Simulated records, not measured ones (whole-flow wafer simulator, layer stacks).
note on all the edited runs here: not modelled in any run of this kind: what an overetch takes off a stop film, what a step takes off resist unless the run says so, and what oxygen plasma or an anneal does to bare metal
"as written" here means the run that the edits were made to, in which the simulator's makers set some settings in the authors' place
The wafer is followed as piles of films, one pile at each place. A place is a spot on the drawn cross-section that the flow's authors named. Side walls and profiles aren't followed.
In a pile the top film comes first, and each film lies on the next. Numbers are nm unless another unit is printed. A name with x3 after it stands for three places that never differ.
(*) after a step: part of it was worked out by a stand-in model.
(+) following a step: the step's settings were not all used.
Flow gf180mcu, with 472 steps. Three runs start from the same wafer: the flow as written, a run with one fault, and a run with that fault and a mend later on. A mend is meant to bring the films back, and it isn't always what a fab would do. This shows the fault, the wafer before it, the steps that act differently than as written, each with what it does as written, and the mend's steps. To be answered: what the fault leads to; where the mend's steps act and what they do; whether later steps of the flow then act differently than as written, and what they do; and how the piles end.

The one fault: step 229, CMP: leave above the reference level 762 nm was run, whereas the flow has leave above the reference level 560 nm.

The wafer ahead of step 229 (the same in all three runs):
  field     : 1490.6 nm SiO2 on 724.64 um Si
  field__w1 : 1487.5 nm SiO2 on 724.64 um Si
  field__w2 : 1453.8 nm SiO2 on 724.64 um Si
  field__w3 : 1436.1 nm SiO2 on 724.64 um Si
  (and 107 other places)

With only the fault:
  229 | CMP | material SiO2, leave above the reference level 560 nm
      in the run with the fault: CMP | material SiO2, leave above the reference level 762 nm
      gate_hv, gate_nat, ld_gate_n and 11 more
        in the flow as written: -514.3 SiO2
        in the run with the fault: -312.3 SiO2
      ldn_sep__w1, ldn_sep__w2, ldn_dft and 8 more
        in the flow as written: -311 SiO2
        in the run with the fault: -109 SiO2
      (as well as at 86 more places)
  Steps later in the flow that act otherwise than as written:
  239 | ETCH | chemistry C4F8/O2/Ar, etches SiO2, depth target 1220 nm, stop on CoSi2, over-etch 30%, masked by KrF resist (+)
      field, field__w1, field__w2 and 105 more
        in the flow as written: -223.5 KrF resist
        in the run with the fault: -244 KrF resist
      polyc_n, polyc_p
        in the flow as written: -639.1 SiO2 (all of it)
        in the run with the fault: -841.1 SiO2 (all of it)
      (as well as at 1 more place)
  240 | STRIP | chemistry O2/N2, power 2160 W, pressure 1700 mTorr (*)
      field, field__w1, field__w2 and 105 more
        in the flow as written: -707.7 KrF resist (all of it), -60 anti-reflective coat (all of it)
        in the run with the fault: -687.2 KrF resist (all of it), -60 anti-reflective coat (all of it)
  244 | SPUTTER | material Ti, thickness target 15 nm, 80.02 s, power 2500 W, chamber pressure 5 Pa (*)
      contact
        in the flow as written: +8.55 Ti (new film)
        in the run with the fault: +7.6 Ti (new film)
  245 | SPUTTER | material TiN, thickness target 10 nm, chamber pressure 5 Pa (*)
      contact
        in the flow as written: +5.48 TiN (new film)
        in the run with the fault: +4.89 TiN (new film)
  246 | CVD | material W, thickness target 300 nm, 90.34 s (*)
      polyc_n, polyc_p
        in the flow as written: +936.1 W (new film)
        in the run with the fault: +1138.1 W (new film)
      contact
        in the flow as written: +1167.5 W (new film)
        in the run with the fault: +1371 W (new film)
  At field, field__w1, field__w2 and 109 more, the piles at the end differ from the flow's by more than 2% or 0.5 nm, whichever is larger.
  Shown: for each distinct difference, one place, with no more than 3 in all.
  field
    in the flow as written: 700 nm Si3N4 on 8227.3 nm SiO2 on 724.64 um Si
    in the run with the fault: 700 nm Si3N4 on 8429.3 nm SiO2 on 724.64 um Si
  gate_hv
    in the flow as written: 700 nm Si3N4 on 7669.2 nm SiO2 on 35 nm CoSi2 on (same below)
    in the run with the fault: 700 nm Si3N4 on 7871.2 nm SiO2 on 35 nm CoSi2 on (same below)
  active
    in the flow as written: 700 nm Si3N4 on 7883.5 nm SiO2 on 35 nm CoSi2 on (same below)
    in the run with the fault: 700 nm Si3N4 on 8085.5 nm SiO2 on 35 nm CoSi2 on (same below)

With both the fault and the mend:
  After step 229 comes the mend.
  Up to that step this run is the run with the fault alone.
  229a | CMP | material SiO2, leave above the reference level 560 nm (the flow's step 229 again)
      field, field__w1, field__w2 and 108 more
        -202 SiO2
  Later steps of the flow that are run all act as written at every place that is followed.
  By the end, the piles equal the flow's at every place that both follow.
